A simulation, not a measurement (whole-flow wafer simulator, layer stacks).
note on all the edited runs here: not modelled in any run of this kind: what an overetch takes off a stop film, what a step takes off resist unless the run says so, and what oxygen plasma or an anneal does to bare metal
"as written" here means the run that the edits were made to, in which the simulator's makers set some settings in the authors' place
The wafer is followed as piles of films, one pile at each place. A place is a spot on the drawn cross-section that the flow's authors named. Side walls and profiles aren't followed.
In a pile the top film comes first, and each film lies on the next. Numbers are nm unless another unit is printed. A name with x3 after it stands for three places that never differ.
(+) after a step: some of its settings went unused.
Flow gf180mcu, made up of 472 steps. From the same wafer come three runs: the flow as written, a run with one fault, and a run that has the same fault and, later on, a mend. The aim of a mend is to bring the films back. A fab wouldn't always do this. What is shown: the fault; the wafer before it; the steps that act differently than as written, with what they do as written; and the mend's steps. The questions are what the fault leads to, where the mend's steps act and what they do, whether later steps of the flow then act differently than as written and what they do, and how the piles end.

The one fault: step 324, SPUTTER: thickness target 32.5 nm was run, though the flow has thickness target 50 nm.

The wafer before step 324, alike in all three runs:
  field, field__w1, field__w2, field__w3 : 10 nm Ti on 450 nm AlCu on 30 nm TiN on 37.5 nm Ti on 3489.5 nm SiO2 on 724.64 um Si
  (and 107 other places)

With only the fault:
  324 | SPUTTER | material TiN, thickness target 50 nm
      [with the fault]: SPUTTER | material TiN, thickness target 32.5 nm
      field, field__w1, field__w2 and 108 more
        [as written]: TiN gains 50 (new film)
        [with the fault]: TiN gains 32.5 (new film)
  Steps further on in the flow that do not act as written (4 more steps, not shown, differ only slightly: by at most 2% or 0.5 nm, whichever is larger):
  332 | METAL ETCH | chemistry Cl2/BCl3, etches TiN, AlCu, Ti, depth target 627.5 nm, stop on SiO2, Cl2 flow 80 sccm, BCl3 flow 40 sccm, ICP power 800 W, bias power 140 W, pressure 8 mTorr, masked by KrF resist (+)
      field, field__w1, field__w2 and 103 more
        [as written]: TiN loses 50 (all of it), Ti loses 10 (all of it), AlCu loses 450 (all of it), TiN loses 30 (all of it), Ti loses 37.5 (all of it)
        [with the fault]: TiN loses 32.5 (all of it), Ti loses 10 (all of it), AlCu loses 450 (all of it), TiN loses 30 (all of it), Ti loses 37.5 (all of it)
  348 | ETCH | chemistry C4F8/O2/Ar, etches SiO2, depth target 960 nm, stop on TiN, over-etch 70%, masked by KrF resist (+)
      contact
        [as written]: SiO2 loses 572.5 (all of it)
        [with the fault]: SiO2 loses 590 (all of it)
  The piles end different from the flow's at field__w8, contact, m1, m1__w1, m1_nw by more than 2% or 0.5 nm, whichever is larger.
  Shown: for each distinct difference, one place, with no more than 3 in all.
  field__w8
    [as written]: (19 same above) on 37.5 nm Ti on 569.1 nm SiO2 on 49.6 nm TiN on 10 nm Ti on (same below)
    [with the fault]: (19 same above) on 37.5 nm Ti on 586.6 nm SiO2 on 32.1 nm TiN on 10 nm Ti on (same below)
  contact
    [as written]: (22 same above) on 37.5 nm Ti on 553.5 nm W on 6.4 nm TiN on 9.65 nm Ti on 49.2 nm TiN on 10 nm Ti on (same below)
    [with the fault]: (22 same above) on 37.5 nm Ti on 571.2 nm W on 6.34 nm TiN on 9.55 nm Ti on 31.7 nm TiN on 10 nm Ti on (same below)

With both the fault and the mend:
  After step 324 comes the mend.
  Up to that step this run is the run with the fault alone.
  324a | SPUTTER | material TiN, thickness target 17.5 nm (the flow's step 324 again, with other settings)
      field, field__w1, field__w2 and 108 more
        TiN gains 17.5
  Every later step of the flow that is run acts as written at every place that is followed.
  At every place that both follow, the piles at the end match the flow's.
